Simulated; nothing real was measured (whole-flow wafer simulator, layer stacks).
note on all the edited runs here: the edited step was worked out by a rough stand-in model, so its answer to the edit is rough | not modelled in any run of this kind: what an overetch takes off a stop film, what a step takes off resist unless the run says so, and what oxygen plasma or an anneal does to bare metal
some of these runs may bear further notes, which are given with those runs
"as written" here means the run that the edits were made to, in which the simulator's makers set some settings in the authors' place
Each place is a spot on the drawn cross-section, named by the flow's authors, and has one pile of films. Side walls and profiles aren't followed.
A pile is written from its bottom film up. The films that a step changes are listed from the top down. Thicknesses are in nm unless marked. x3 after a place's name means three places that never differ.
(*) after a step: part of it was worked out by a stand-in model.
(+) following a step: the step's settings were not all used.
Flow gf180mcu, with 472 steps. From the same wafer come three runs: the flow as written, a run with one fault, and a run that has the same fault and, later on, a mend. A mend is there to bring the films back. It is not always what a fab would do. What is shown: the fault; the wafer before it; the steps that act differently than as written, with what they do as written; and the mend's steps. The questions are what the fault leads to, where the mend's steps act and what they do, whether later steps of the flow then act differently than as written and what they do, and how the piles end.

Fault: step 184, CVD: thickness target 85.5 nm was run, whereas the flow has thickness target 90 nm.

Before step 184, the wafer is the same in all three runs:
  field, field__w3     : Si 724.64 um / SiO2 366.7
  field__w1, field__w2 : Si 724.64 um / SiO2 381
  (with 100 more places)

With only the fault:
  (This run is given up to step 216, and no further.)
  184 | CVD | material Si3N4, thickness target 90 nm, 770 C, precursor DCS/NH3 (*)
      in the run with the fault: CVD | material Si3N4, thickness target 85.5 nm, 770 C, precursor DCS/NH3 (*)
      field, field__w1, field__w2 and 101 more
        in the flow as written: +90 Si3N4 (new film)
        in the run with the fault: +85.5 Si3N4 (new film)
  Later steps of the flow acting differently than as written (14 other steps are not shown; they differ only slightly, by no more than 2% or 0.5 nm, whichever is larger):
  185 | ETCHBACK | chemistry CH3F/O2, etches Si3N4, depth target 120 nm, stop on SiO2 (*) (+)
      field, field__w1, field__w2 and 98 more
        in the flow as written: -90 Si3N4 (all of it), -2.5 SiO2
        in the run with the fault: -85.5 Si3N4 (all of it), -2.88 SiO2
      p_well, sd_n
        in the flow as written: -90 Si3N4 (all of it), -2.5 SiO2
        in the run with the fault: -85.5 Si3N4 (all of it), -2.87 SiO2
  The piles after step 216 differ from the flow's at spacer by more than 2% or 0.5 nm, whichever is larger.
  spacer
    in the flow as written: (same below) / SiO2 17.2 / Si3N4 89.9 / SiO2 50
    in the run with the fault: (same below) / SiO2 17.2 / Si3N4 85.4 / SiO2 50

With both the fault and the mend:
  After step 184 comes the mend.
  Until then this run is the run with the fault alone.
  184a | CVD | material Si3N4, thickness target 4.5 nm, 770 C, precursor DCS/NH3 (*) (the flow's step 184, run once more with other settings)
      field, field__w1, field__w2 and 101 more
        +4.5 Si3N4
  Later steps of the flow that are run all act as written at every place that is followed, up to a difference of at most 2% or 0.5 nm, whichever is larger.
  The piles end the same as the flow's at every place that both follow.
